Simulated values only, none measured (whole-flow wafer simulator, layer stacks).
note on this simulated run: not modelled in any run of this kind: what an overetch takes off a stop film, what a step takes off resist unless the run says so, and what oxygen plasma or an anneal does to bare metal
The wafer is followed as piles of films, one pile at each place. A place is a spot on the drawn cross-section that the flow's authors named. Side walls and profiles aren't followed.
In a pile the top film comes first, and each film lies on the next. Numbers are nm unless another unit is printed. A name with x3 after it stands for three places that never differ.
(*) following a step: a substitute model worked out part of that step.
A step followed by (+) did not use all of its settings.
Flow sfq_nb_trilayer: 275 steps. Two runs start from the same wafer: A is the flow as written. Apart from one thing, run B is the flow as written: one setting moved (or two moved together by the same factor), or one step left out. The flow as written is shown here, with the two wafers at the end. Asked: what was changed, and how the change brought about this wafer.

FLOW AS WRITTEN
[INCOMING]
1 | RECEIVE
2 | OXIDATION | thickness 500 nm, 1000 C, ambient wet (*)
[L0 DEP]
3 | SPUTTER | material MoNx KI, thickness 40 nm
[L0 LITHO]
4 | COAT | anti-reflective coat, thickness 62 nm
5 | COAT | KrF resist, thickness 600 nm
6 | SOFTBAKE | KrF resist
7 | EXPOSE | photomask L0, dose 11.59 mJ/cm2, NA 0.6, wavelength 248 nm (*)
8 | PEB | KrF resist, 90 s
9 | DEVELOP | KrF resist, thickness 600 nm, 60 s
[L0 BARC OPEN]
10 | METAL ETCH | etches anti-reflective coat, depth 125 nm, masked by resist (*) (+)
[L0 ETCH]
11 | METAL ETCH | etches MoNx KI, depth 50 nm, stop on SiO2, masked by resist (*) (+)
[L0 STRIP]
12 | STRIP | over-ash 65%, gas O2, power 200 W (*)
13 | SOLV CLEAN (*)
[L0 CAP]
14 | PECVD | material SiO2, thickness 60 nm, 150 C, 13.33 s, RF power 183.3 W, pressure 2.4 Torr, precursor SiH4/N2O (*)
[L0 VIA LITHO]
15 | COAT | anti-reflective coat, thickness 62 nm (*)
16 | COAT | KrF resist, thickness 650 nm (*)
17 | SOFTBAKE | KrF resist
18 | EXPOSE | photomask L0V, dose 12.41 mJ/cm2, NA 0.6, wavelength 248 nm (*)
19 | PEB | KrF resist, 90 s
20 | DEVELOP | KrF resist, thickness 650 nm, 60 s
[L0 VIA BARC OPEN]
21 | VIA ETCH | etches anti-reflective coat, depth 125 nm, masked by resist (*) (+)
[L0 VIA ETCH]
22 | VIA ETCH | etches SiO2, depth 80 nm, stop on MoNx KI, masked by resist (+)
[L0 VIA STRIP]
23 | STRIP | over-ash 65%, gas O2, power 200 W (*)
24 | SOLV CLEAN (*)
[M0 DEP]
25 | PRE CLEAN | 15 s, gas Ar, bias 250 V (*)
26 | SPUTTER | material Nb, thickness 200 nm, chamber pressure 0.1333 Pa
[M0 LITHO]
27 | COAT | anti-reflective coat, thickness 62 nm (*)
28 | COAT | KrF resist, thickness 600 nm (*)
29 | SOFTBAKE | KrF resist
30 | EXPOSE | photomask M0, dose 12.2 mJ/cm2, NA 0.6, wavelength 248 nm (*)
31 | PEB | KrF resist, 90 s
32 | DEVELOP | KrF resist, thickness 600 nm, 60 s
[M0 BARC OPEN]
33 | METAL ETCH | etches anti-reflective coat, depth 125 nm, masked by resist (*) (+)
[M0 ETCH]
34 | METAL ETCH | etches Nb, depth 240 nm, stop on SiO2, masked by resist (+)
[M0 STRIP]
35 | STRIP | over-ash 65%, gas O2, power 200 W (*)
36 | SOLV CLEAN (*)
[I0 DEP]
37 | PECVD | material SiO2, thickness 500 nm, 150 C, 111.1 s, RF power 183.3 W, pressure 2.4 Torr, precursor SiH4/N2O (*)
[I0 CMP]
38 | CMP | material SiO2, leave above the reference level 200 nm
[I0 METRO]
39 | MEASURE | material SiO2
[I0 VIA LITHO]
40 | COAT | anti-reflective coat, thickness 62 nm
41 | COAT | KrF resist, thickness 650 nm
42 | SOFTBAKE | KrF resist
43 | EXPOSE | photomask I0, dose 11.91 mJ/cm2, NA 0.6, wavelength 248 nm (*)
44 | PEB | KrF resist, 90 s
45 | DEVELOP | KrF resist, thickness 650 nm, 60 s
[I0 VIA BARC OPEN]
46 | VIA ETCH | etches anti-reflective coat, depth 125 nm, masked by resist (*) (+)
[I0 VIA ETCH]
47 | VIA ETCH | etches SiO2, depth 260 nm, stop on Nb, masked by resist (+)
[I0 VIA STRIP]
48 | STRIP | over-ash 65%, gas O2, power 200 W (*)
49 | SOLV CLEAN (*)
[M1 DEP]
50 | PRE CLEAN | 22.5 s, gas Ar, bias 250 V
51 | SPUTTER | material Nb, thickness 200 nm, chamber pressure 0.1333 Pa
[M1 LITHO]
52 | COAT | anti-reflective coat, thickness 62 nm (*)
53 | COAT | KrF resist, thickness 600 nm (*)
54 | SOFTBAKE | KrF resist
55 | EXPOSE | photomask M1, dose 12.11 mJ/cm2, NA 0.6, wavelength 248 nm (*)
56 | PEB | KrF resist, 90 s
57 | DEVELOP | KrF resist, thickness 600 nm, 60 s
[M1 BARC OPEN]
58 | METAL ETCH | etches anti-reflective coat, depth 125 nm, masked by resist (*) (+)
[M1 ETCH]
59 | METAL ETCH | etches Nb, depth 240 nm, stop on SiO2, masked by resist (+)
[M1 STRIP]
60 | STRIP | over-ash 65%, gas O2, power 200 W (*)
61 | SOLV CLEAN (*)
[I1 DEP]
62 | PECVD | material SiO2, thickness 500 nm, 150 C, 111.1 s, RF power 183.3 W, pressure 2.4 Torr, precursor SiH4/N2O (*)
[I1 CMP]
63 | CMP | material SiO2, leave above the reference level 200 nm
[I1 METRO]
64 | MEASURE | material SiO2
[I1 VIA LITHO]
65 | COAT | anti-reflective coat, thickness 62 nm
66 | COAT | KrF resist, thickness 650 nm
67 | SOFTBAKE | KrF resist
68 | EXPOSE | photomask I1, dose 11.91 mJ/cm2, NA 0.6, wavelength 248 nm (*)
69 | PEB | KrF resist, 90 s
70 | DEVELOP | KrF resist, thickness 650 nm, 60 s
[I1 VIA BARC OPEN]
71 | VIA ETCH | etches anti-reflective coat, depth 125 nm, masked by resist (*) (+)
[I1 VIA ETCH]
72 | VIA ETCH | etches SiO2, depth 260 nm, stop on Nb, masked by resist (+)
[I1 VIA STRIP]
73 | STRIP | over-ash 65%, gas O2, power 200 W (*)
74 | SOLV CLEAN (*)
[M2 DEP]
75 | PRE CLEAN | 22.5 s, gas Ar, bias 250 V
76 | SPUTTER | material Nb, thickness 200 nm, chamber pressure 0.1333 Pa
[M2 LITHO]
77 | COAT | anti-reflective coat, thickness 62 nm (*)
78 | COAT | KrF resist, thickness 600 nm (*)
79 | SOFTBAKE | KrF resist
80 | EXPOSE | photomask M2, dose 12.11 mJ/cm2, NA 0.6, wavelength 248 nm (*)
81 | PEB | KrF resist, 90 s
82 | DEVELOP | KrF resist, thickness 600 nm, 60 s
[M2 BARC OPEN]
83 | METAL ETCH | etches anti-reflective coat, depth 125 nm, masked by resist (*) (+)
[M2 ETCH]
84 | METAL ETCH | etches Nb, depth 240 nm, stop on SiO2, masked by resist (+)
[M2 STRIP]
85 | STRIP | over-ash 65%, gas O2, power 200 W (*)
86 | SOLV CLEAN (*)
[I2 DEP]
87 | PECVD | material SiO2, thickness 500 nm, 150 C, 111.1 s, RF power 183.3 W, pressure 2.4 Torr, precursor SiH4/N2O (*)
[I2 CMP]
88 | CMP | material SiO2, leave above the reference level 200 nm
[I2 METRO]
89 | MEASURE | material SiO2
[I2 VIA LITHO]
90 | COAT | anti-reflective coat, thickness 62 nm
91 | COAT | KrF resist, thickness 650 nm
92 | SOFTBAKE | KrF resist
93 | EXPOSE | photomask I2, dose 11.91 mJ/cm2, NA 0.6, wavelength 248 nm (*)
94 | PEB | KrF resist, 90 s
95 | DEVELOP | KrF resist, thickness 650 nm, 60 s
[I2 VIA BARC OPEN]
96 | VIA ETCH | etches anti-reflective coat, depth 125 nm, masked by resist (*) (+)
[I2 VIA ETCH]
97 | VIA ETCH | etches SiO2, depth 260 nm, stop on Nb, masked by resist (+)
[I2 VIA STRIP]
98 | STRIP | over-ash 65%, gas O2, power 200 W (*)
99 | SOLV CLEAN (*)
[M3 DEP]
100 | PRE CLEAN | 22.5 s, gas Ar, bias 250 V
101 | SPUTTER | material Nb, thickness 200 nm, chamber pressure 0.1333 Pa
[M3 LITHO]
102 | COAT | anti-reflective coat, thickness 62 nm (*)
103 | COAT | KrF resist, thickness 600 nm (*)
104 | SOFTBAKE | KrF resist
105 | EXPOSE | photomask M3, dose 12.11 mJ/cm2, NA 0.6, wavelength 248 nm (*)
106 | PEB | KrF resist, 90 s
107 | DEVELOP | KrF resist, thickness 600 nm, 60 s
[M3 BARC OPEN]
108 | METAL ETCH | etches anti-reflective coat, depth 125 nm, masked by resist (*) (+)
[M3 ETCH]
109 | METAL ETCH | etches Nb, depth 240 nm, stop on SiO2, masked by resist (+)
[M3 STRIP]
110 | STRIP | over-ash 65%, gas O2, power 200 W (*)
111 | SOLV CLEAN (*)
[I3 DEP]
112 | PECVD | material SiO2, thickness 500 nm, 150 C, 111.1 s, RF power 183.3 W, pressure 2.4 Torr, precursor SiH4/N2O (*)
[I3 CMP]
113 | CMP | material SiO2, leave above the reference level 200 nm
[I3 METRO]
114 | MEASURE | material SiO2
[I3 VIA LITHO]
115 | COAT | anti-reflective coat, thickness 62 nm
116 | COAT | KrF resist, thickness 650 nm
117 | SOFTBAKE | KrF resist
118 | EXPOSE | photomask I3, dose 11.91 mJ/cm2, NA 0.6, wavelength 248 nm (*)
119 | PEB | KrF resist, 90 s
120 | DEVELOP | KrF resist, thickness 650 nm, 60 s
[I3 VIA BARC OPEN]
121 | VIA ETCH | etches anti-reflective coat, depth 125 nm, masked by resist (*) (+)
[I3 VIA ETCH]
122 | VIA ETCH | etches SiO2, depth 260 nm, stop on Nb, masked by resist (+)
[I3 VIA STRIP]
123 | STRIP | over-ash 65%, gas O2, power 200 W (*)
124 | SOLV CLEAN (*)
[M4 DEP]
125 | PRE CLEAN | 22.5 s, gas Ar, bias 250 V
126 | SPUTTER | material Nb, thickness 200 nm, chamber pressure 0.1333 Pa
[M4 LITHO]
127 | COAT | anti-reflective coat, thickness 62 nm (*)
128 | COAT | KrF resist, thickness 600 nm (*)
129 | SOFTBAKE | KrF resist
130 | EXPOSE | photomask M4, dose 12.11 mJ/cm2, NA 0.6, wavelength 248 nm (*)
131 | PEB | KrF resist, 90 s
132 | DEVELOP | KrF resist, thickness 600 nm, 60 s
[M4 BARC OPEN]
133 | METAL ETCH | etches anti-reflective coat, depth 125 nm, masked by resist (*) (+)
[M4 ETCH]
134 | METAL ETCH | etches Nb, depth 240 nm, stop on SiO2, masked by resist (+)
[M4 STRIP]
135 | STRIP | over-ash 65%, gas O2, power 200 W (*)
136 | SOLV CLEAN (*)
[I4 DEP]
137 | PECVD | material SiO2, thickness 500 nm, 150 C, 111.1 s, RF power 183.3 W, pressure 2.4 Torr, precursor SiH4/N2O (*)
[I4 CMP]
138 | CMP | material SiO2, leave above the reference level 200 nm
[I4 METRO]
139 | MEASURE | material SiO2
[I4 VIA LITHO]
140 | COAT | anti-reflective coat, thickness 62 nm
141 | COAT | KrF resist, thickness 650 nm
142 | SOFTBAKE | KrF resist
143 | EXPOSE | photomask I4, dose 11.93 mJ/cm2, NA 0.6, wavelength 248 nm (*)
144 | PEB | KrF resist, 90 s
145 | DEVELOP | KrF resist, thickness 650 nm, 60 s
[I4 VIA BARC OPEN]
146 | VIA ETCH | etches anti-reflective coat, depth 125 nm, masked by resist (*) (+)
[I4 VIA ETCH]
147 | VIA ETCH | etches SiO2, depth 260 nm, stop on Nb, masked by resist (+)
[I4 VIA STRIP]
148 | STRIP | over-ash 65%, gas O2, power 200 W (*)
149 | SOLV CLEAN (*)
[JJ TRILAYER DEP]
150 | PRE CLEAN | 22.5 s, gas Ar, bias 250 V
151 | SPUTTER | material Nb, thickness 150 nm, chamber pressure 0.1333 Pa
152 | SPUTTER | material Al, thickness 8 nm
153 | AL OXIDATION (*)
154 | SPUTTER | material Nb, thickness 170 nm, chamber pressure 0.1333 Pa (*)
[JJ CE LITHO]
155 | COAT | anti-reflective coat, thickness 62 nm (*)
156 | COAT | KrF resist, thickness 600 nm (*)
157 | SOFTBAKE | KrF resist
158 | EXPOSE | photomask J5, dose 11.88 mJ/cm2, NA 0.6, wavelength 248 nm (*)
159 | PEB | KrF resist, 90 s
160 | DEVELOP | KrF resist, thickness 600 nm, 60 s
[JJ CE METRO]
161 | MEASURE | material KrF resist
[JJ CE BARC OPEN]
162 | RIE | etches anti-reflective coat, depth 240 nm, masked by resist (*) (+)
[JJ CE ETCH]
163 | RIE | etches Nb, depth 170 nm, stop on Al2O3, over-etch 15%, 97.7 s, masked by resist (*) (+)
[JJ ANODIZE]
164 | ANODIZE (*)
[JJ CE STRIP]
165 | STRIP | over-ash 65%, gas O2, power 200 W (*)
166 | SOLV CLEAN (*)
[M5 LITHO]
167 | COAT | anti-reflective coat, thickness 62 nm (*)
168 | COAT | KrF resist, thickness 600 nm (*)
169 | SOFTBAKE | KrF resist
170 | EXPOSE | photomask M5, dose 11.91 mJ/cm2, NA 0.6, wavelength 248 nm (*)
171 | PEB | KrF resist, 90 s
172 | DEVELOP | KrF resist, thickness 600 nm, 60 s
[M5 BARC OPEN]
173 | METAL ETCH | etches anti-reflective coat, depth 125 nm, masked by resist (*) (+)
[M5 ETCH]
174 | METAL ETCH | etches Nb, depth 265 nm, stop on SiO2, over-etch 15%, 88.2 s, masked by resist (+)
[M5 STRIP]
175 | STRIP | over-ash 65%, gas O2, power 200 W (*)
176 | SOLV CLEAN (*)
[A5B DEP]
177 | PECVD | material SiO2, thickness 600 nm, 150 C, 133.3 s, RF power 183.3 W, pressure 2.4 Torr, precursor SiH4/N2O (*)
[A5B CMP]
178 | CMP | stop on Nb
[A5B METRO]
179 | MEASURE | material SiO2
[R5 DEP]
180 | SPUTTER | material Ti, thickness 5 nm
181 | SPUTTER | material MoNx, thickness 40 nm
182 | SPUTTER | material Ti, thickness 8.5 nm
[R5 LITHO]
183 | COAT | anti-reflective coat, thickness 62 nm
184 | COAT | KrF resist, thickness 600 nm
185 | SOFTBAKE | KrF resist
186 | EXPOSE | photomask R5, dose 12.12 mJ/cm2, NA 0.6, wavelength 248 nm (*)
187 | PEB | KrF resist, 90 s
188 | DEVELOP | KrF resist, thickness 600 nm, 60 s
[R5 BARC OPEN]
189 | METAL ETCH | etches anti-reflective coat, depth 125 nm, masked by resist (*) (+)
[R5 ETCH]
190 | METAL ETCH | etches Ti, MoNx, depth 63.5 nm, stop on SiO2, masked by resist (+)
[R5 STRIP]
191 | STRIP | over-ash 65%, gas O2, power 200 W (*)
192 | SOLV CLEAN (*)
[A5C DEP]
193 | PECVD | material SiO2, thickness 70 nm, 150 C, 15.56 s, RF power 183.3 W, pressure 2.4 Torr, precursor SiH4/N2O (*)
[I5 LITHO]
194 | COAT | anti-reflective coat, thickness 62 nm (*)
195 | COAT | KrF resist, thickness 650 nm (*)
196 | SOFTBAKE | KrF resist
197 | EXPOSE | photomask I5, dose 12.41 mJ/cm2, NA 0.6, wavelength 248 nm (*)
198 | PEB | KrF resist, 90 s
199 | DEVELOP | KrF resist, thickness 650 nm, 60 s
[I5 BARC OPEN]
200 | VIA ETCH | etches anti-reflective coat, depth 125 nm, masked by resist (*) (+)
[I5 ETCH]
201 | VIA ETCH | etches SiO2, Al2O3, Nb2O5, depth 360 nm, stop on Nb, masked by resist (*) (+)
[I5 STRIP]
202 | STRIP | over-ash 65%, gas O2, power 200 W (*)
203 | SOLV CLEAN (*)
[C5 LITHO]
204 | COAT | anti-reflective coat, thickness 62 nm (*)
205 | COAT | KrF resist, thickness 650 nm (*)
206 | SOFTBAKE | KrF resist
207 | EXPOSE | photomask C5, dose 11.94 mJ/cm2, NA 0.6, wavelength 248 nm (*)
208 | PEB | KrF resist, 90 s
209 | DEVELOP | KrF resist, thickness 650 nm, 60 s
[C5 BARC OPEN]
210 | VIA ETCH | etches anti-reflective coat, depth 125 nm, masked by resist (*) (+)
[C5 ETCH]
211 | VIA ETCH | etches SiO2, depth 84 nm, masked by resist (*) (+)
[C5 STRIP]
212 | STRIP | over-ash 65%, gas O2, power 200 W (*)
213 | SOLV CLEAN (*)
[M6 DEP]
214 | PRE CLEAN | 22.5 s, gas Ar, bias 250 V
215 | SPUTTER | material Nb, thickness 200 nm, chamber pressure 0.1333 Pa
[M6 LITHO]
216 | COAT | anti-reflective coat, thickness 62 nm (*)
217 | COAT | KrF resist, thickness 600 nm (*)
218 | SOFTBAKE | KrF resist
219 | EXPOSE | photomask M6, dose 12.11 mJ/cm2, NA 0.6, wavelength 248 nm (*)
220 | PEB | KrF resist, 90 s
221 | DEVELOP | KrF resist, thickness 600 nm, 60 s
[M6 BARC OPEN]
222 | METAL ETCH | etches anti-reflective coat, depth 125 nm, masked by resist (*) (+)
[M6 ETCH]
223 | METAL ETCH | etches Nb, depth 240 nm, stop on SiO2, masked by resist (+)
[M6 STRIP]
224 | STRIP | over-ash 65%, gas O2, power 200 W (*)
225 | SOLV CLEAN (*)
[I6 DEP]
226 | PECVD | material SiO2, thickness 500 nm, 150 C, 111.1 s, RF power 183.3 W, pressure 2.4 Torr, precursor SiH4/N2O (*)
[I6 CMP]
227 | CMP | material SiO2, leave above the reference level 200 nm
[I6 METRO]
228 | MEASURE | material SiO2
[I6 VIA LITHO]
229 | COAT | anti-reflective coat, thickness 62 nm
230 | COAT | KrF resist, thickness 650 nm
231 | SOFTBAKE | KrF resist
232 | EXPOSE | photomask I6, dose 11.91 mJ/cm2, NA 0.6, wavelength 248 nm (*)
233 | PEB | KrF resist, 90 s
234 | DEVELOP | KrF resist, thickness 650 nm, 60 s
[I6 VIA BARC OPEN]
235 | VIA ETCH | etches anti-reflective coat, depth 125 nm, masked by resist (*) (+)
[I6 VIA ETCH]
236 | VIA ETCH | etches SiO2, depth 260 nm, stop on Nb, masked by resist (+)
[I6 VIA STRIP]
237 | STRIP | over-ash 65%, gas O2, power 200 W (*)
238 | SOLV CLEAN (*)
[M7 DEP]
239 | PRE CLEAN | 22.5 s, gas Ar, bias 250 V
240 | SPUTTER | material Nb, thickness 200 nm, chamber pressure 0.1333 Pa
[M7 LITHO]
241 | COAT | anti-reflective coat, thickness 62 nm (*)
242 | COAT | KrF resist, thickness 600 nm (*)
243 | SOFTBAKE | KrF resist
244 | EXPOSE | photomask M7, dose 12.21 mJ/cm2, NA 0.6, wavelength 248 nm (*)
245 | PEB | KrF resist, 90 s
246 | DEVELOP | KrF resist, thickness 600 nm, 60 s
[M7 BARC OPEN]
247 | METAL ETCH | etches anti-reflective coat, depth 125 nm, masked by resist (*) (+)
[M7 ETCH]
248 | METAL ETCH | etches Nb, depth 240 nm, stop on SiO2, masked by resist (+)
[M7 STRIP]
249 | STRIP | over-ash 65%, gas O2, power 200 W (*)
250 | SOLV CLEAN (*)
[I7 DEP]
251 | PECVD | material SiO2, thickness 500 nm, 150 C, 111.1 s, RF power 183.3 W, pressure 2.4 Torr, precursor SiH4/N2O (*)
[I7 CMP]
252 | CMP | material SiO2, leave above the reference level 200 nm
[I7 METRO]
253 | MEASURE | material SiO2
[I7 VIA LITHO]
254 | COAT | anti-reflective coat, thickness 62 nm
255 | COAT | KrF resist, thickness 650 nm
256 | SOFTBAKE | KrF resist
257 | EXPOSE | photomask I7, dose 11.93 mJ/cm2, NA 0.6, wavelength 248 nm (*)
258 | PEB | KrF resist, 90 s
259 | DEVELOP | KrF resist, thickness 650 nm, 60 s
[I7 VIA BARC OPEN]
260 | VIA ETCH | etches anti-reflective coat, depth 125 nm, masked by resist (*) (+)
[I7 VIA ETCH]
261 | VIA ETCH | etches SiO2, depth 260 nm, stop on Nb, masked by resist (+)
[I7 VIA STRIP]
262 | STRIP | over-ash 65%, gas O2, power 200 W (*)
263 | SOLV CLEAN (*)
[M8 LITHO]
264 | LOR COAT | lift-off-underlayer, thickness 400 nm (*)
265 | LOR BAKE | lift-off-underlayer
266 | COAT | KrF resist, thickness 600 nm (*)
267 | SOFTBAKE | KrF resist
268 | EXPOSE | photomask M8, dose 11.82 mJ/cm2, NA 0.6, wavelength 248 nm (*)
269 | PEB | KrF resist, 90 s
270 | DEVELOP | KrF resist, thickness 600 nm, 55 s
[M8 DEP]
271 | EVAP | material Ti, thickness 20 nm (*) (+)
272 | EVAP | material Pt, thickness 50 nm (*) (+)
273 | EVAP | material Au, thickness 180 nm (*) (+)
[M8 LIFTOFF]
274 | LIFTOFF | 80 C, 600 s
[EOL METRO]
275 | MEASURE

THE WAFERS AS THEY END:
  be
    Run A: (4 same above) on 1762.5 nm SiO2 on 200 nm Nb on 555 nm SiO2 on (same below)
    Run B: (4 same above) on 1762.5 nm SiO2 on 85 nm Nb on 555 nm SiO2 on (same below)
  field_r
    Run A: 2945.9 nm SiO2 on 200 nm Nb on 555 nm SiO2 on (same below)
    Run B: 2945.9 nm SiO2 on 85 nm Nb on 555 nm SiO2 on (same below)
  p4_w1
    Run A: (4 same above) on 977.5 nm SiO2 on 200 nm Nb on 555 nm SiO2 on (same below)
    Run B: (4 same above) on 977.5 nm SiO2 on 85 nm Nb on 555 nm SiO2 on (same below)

The reason: step 26, SPUTTER: thickness 85 nm was run, while the flow as written has thickness 200 nm.
One can read it off the wafer: be has Nb 85, and step 26 as written asks for 200 nm.

Step by step, how the change led to this:
  26 | SPUTTER | material Nb, thickness 200 nm, chamber pressure 0.1333 Pa
      field_l, via_wl, via_w and 100 more: A Nb gains 200 (new film) | B Nb gains 85 (new film)
      v_sur: A Nb gains 200 (new film) | B Nb gains 82 (new film)
      (also at 2 further places)
  27 | COAT | anti-reflective coat, thickness 62 nm (*)
      v_sur: A anti-reflective coat gains 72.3 (new film) | B anti-reflective coat gains 73.8 (new film)
      l0_sur: A anti-reflective coat gains 47.5 (new film) | B anti-reflective coat gains 46.3 (new film)
  34 | METAL ETCH | etches Nb, depth 240 nm, stop on SiO2, masked by resist (+)
      field_l, v_sur, via_wl and 100 more: A KrF resist loses 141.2 | B KrF resist loses 75
      moat, m0r_space_l x2: A Nb loses 200 (all of it) | B Nb loses 85 (all of it)
  35 | STRIP | over-ash 65%, gas O2, power 200 W (*)
      p4_fl, p4_fm, p4_w1 and 68 more: A KrF resist loses 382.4 (all of it), anti-reflective coat loses 62 (all of it) | B KrF resist loses 448.6 (all of it), anti-reflective coat loses 62 (all of it)
      c5j, ce_r, sp_r, be_r, r_sur, res: A KrF resist loses 389 (all of it), anti-reflective coat loses 63.6 (all of it) | B KrF resist loses 455.1 (all of it), anti-reflective coat loses 63.6 (all of it)
      (also at 26 further places)
  37 | PECVD | material SiO2, thickness 500 nm, 150 C, 111.1 s, RF power 183.3 W, pressure 2.4 Torr, precursor SiH4/N2O (*)
      moat, m0r_space_l x2: A SiO2 gains 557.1 | B SiO2 gains 500
  38 | CMP | material SiO2, leave above the reference level 200 nm
      moat, m0r_space_l x2: A SiO2 loses 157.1 | B SiO2 loses 215
